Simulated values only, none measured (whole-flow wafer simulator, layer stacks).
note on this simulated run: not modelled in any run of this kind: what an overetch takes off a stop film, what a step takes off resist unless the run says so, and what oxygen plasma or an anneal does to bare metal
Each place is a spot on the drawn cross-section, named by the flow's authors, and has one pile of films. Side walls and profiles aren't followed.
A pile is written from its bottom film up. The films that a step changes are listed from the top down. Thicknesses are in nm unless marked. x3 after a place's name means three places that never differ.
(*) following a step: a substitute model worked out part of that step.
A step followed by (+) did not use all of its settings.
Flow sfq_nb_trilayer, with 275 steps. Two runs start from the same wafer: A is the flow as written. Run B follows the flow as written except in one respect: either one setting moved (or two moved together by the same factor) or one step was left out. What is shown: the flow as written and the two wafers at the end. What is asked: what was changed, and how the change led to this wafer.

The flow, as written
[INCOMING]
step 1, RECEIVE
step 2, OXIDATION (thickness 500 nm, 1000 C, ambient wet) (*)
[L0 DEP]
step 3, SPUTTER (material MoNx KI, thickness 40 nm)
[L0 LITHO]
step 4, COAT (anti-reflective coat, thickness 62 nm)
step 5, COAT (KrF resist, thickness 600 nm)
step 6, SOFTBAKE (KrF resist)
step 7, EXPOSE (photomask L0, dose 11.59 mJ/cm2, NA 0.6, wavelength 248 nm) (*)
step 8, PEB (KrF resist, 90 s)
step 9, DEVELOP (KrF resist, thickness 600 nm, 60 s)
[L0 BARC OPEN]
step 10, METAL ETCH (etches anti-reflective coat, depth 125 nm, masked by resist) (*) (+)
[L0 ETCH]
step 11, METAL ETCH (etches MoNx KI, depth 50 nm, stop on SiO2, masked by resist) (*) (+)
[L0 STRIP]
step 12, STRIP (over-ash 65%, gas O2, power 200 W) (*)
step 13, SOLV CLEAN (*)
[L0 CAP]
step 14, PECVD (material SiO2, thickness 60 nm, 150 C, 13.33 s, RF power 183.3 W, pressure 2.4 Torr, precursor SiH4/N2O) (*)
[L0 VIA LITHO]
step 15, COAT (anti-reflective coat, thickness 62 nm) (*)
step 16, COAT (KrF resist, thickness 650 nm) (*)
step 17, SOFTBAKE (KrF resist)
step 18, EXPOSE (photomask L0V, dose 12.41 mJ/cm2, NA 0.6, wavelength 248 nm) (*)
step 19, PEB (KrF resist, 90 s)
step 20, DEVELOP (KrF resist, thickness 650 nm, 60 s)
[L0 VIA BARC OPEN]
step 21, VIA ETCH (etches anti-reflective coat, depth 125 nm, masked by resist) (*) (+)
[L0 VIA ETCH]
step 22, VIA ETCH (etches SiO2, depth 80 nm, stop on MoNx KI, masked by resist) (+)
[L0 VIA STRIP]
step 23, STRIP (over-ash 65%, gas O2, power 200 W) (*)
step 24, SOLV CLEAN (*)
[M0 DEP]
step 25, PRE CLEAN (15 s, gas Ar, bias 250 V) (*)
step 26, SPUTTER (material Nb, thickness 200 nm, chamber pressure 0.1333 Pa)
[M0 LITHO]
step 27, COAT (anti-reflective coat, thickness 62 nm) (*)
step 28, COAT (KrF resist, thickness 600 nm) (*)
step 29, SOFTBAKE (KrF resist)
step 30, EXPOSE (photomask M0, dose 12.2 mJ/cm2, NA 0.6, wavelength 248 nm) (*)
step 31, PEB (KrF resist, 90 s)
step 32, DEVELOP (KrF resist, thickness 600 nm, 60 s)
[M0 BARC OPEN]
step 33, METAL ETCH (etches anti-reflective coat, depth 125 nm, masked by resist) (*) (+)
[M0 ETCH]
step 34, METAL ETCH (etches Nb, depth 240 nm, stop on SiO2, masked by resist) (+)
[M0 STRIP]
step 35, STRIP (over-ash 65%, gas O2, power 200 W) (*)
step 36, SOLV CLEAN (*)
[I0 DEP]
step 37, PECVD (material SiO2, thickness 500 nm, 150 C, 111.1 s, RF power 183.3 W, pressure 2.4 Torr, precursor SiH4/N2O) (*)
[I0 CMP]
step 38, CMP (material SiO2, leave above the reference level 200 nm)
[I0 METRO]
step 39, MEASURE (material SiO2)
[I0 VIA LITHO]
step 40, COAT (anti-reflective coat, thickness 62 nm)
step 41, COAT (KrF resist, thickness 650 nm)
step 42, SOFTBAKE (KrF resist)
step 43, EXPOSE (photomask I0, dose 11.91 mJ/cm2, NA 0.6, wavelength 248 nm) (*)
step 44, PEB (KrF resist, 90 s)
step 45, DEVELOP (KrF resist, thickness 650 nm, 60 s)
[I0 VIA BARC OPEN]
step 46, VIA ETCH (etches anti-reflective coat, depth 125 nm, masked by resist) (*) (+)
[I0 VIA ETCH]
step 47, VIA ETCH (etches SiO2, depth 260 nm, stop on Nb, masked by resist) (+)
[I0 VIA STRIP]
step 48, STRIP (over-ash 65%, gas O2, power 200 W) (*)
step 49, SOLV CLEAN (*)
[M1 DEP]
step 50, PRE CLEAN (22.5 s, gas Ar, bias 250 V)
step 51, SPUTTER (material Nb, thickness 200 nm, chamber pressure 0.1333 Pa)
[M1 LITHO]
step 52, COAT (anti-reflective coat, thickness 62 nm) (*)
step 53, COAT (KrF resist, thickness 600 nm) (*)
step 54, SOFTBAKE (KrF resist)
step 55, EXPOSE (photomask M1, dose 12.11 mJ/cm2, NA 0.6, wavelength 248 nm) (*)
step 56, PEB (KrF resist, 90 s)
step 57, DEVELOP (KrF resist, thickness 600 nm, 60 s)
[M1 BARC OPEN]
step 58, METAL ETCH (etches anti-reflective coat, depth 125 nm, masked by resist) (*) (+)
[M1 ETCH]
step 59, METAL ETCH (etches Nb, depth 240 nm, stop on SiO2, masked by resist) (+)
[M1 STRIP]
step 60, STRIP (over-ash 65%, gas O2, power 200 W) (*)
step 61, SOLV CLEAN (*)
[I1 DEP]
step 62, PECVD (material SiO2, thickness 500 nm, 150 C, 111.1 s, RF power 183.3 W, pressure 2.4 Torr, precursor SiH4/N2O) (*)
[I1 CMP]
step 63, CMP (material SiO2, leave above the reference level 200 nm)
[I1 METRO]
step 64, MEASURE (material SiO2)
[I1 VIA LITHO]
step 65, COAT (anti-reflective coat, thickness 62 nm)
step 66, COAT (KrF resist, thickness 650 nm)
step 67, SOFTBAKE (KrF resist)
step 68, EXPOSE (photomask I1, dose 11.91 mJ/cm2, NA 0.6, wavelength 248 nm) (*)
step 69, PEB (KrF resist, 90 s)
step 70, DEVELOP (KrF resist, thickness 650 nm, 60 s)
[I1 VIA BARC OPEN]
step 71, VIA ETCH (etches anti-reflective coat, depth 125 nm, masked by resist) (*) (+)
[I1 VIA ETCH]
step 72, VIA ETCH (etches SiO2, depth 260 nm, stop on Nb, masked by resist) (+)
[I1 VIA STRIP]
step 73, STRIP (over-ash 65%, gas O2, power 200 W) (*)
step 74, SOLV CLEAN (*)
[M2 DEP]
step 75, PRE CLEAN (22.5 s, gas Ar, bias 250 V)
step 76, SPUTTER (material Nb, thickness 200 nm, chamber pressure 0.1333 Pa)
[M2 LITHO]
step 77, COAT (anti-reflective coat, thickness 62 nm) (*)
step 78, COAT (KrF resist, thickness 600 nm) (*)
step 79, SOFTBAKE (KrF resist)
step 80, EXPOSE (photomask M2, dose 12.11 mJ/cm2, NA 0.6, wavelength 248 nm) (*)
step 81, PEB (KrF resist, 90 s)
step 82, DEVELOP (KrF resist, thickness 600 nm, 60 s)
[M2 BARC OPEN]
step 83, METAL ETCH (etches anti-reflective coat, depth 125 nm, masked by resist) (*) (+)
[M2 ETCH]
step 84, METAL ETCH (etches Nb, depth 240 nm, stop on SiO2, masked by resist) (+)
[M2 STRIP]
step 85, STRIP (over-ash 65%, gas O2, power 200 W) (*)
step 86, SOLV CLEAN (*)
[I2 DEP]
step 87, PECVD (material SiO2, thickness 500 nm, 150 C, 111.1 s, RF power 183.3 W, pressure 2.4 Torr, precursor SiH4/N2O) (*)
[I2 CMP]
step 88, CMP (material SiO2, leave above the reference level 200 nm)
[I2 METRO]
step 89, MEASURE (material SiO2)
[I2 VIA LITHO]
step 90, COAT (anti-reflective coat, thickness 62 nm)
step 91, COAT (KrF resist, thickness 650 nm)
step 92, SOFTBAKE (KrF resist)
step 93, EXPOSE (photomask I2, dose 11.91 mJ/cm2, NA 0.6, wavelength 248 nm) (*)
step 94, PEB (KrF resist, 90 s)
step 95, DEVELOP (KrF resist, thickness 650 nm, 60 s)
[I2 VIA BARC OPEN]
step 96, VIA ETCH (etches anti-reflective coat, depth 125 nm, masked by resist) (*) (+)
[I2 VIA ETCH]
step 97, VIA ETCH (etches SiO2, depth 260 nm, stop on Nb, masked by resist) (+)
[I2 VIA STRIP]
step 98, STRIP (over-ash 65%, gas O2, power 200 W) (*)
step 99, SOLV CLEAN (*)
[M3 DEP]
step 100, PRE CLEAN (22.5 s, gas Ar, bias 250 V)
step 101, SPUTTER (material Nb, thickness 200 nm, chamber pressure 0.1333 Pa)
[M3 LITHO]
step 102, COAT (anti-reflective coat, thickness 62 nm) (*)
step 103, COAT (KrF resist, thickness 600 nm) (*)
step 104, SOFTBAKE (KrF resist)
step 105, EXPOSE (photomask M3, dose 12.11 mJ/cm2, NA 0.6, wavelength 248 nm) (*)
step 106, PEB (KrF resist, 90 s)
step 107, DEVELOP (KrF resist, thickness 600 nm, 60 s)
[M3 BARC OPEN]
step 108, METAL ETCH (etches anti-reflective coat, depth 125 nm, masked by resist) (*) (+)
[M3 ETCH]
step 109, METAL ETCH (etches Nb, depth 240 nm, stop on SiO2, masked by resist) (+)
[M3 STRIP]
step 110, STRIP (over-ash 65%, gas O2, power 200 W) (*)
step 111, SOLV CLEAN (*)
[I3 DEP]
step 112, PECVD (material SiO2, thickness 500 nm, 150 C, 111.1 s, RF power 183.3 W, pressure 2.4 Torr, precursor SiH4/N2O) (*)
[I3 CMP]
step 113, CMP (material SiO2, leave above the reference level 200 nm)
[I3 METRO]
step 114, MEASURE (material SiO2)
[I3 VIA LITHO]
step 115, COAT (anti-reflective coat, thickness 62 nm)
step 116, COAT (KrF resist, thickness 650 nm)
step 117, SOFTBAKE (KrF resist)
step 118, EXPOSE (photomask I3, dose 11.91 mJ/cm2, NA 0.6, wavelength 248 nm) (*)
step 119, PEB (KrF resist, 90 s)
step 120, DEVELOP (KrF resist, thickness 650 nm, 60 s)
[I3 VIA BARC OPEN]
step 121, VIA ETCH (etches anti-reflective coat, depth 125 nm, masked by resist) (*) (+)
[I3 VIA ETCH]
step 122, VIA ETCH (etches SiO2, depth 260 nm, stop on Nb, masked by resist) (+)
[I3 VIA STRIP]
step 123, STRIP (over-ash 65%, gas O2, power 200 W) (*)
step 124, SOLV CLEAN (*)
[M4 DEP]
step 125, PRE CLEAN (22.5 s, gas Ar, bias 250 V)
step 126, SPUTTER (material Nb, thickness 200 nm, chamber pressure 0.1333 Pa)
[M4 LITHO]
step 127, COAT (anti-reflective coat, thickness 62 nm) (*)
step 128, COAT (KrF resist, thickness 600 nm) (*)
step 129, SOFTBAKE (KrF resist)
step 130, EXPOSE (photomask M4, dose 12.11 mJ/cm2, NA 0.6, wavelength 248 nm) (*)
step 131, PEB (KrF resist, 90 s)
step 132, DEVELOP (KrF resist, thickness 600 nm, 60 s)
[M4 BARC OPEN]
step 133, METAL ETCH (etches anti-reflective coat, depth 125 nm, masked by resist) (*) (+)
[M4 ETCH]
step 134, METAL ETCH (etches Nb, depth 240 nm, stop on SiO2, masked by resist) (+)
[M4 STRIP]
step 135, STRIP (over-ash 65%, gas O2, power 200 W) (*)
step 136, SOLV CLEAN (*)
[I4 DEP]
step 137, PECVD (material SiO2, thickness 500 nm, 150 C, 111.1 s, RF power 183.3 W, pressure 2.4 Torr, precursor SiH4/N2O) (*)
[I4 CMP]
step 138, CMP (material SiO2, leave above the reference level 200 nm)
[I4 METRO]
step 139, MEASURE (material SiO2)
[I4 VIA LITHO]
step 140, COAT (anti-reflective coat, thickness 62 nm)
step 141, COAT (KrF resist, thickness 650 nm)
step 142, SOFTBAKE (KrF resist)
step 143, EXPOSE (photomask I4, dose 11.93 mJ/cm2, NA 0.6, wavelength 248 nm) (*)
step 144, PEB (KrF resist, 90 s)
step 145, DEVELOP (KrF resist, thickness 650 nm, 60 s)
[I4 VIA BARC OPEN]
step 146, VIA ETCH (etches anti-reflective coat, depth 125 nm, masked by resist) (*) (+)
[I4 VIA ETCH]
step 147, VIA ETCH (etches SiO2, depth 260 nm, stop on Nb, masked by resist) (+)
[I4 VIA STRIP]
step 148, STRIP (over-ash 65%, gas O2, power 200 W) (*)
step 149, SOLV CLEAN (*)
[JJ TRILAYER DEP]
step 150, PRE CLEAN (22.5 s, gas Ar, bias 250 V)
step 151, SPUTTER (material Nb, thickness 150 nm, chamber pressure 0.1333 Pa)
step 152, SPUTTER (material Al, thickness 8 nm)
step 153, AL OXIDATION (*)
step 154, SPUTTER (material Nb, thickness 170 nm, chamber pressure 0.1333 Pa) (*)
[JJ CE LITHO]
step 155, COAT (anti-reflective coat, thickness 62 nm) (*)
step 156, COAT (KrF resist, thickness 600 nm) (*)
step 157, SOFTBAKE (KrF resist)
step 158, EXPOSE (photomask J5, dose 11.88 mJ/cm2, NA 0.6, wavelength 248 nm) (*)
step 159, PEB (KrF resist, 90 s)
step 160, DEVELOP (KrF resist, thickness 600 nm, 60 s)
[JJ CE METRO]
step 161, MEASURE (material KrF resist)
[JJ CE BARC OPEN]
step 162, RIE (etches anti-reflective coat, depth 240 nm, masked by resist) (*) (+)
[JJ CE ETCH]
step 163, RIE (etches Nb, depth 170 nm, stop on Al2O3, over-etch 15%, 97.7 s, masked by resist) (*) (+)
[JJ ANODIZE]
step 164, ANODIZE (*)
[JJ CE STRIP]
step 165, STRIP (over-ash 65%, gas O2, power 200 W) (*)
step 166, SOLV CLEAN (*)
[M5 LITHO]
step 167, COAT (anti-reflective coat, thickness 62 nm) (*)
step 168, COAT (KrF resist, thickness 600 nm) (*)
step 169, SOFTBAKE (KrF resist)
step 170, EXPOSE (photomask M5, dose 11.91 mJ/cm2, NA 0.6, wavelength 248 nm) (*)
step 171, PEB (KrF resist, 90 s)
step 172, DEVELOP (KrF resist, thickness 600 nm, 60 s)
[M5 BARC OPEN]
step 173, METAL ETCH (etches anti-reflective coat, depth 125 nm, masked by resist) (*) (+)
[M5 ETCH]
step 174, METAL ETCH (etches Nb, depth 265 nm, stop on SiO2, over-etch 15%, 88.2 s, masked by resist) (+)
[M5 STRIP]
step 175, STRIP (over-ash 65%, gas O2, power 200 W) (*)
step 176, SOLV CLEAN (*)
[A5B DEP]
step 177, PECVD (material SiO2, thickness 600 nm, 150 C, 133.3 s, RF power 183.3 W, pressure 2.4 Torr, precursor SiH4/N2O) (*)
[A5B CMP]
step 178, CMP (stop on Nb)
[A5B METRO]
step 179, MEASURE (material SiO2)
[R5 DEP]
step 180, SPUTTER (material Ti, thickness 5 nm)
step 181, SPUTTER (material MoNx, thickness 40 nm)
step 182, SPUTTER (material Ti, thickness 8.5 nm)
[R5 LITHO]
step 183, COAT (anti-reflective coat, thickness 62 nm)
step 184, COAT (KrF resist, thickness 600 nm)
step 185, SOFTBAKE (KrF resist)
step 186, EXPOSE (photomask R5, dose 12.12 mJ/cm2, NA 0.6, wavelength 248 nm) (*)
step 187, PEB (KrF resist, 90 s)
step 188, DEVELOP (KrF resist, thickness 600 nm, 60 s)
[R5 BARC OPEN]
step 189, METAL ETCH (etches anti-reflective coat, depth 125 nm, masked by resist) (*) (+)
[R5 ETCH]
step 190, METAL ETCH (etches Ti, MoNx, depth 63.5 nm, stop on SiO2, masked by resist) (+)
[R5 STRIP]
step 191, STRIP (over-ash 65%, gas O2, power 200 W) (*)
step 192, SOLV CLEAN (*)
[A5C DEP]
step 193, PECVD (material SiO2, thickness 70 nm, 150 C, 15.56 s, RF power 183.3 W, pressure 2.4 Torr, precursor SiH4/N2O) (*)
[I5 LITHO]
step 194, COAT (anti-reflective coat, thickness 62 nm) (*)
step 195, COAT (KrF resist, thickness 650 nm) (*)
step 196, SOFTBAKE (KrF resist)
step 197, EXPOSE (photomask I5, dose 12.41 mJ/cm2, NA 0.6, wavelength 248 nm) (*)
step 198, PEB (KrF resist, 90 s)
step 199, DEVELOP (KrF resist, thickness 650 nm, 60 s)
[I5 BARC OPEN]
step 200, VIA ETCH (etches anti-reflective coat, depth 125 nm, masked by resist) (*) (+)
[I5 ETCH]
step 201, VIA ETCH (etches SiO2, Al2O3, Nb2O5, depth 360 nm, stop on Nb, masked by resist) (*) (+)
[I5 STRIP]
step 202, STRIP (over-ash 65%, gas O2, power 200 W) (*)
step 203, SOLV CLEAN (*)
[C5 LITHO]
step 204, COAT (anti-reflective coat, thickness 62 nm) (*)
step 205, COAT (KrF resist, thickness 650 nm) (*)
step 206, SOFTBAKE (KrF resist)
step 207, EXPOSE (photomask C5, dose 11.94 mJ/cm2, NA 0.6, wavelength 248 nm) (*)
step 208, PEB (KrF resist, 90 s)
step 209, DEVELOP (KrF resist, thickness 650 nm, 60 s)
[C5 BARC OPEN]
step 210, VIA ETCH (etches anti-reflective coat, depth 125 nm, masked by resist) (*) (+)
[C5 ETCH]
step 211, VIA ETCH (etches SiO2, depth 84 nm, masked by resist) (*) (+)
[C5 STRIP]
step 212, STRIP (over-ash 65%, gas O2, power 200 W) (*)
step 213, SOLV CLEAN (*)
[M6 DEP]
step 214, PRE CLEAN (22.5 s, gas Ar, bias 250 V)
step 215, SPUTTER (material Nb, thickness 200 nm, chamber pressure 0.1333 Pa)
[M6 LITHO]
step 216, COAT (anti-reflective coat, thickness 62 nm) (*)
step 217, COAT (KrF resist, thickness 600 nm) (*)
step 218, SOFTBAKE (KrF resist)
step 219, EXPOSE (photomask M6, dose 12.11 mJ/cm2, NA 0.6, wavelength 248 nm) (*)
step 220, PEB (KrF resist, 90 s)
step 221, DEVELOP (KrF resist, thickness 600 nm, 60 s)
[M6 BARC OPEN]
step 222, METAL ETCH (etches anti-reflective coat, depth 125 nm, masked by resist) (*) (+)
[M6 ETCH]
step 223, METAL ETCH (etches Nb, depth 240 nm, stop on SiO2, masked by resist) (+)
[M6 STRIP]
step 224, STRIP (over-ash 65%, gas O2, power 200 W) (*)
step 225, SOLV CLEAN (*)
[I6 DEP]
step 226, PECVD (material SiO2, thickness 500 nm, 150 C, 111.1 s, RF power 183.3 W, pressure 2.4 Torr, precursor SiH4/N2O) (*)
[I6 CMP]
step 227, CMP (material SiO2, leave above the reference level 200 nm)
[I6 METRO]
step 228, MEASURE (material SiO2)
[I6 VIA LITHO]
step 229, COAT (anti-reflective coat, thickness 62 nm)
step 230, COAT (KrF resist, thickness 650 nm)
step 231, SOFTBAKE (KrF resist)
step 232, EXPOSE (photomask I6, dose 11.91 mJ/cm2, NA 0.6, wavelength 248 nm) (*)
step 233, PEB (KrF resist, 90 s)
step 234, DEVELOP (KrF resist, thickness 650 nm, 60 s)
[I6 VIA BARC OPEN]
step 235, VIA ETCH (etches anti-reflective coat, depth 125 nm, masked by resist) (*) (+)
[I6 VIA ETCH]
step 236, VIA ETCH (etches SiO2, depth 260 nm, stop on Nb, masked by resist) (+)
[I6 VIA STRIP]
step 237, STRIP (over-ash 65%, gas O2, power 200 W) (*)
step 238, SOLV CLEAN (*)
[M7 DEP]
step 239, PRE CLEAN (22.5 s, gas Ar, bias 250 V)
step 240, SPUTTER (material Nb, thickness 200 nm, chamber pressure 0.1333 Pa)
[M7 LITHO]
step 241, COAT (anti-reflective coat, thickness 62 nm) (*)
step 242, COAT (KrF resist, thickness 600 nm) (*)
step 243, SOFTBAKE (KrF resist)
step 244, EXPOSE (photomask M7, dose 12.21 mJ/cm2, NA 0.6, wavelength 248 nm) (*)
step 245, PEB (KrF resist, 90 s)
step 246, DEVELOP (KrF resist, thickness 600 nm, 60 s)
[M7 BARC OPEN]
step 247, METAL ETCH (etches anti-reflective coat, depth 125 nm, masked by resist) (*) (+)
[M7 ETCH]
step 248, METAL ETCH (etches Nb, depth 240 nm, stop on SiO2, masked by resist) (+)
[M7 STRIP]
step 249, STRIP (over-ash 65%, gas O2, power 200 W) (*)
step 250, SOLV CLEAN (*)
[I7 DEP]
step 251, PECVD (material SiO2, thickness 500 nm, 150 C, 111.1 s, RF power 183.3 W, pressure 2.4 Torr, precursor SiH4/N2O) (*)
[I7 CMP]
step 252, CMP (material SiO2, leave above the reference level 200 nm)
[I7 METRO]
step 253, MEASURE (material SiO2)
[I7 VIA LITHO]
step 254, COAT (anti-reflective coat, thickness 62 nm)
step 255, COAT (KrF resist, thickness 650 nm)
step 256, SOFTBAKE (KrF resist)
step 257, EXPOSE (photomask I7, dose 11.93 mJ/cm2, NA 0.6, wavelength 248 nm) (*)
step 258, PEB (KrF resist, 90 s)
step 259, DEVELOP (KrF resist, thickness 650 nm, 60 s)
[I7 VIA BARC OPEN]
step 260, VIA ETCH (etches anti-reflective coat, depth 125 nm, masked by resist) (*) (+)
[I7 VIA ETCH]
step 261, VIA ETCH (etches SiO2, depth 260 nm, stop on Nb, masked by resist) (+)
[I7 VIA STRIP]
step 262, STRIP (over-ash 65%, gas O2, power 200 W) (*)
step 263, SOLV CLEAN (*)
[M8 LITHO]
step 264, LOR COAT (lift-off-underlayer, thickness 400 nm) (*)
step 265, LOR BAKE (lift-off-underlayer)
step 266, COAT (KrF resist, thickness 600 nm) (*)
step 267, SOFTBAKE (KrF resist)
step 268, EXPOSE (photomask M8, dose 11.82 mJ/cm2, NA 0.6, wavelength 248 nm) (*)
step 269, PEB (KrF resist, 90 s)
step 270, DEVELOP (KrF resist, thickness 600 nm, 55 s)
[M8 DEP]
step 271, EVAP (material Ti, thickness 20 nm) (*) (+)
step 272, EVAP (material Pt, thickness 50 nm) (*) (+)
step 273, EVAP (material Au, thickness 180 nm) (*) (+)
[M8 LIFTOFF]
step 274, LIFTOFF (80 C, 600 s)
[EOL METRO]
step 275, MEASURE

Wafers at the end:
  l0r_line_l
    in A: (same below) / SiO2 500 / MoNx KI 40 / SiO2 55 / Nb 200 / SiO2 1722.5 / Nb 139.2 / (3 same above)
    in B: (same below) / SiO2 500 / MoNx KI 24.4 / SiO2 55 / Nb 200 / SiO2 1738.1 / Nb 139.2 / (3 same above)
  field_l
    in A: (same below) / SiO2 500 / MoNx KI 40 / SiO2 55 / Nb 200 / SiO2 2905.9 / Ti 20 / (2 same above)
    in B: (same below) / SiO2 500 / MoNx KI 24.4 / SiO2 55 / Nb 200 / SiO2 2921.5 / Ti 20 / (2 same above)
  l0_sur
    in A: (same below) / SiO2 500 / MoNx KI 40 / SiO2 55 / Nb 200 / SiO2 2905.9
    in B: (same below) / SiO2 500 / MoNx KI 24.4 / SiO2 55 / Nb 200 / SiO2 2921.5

The reason: step 3, SPUTTER: thickness 24.4 nm was run, though the flow has thickness 40 nm.
The wafer lets one read it off: l0r_line_l has MoNx KI 24.4, and step 3 as written asks for 40 nm.

How this came from the change, step by step:
  step 3, SPUTTER (material MoNx KI, thickness 40 nm)
      field_l, v_sur, via_wl and 103 more: A MoNx KI gains 40 (new film) | B MoNx KI gains 24.4 (new film)
  step 11, METAL ETCH (etches MoNx KI, depth 50 nm, stop on SiO2, masked by resist) (*) (+)
      v_sur, via_wl, via_w and 97 more: A MoNx KI loses 40 (all of it) | B MoNx KI loses 24.4 (all of it)
      field_l, l0_sur, l0v, l0r_line_l, l0r_line_c, l0r_line_r: A KrF resist loses 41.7 | B KrF resist loses 30.5
  step 12, STRIP (over-ash 65%, gas O2, power 200 W) (*)
      field_l, l0_sur, l0v, l0r_line_l, l0r_line_c, l0r_line_r: A KrF resist loses 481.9 (all of it), anti-reflective coat loses 62 (all of it) | B KrF resist loses 493.1 (all of it), anti-reflective coat loses 62 (all of it)
  step 15, COAT (anti-reflective coat, thickness 62 nm) (*)
      field_l: A anti-reflective coat gains 56.7 (new film) | B anti-reflective coat gains 58.5 (new film)
      v_sur: A anti-reflective coat gains 72.2 (new film) | B anti-reflective coat gains 68.3 (new film)
      (as well as at 3 more places)
  step 23, STRIP (over-ash 65%, gas O2, power 200 W) (*)
      field_l: A KrF resist loses 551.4 (all of it), anti-reflective coat loses 56.7 (all of it) | B KrF resist loses 554.7 (all of it), anti-reflective coat loses 58.5 (all of it)
      v_sur: A KrF resist loses 570.5 (all of it), anti-reflective coat loses 72.2 (all of it) | B KrF resist loses 566 (all of it), anti-reflective coat loses 68.3 (all of it)
      (as well as at 3 more places)
  step 27, COAT (anti-reflective coat, thickness 62 nm) (*)
      field_l: A anti-reflective coat gains 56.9 (new film) | B anti-reflective coat gains 58.7 (new film)
      v_sur: A anti-reflective coat gains 72.3 (new film) | B anti-reflective coat gains 68.3 (new film)
      (as well as at 3 more places)
  step 35, STRIP (over-ash 65%, gas O2, power 200 W) (*)
      field_l: A KrF resist loses 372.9 (all of it), anti-reflective coat loses 56.9 (all of it) | B KrF resist loses 376.6 (all of it), anti-reflective coat loses 58.7 (all of it)
      v_sur: A KrF resist loses 391.6 (all of it), anti-reflective coat loses 72.3 (all of it) | B KrF resist loses 387.9 (all of it), anti-reflective coat loses 68.3 (all of it)
      (as well as at 3 more places)
  step 38, CMP (material SiO2, leave above the reference level 200 nm)
      field_l, l0_sur, l0r_line_l, l0r_line_c, l0r_line_r: A SiO2 loses 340 | B SiO2 loses 324.4
      l0v: A SiO2 loses 277.8 | B SiO2 loses 262.2
